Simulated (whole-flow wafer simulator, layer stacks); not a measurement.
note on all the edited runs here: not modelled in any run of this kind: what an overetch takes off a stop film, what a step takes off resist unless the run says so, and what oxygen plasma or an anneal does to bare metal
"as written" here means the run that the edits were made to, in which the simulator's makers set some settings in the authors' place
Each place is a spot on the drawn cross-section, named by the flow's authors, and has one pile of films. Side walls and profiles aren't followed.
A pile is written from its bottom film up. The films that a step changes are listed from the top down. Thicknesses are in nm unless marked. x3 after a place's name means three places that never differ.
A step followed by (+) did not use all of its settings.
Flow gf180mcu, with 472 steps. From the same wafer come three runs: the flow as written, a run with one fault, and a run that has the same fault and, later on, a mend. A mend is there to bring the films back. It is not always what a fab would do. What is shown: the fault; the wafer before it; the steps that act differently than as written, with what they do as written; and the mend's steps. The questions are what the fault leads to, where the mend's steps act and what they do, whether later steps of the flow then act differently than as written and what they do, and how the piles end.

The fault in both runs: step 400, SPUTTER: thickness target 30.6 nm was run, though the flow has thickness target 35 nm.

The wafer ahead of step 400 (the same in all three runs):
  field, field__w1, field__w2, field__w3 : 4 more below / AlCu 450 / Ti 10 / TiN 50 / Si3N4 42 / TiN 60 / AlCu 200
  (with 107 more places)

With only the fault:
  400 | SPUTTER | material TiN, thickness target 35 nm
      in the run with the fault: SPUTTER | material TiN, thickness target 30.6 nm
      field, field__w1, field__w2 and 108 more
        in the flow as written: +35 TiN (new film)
        in the run with the fault: +30.6 TiN (new film)
  Steps further on in the flow that do not act as written (not shown: 10 more steps that differ only slightly, by at most 2% or 0.5 nm, whichever is larger):
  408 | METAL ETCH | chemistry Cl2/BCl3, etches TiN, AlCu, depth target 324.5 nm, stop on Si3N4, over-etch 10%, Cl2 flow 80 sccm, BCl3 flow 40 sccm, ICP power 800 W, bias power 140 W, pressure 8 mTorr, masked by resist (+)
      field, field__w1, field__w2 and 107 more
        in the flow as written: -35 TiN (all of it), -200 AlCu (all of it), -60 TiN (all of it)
        in the run with the fault: -30.6 TiN (all of it), -200 AlCu (all of it), -60 TiN (all of it)
  By the end, the piles at mim depart from the flow's by more than 2% or 0.5 nm, whichever is larger.
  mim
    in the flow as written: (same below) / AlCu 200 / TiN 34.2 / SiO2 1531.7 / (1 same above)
    in the run with the fault: (same below) / AlCu 200 / TiN 29.8 / SiO2 1531.7 / (1 same above)

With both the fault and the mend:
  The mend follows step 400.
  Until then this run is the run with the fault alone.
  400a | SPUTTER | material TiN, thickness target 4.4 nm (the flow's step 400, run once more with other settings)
      field, field__w1, field__w2 and 108 more
        +4.4 TiN
  Later steps of the flow that are run all act as written at every place that is followed.
  The piles end the same as the flow's at every place that both follow.
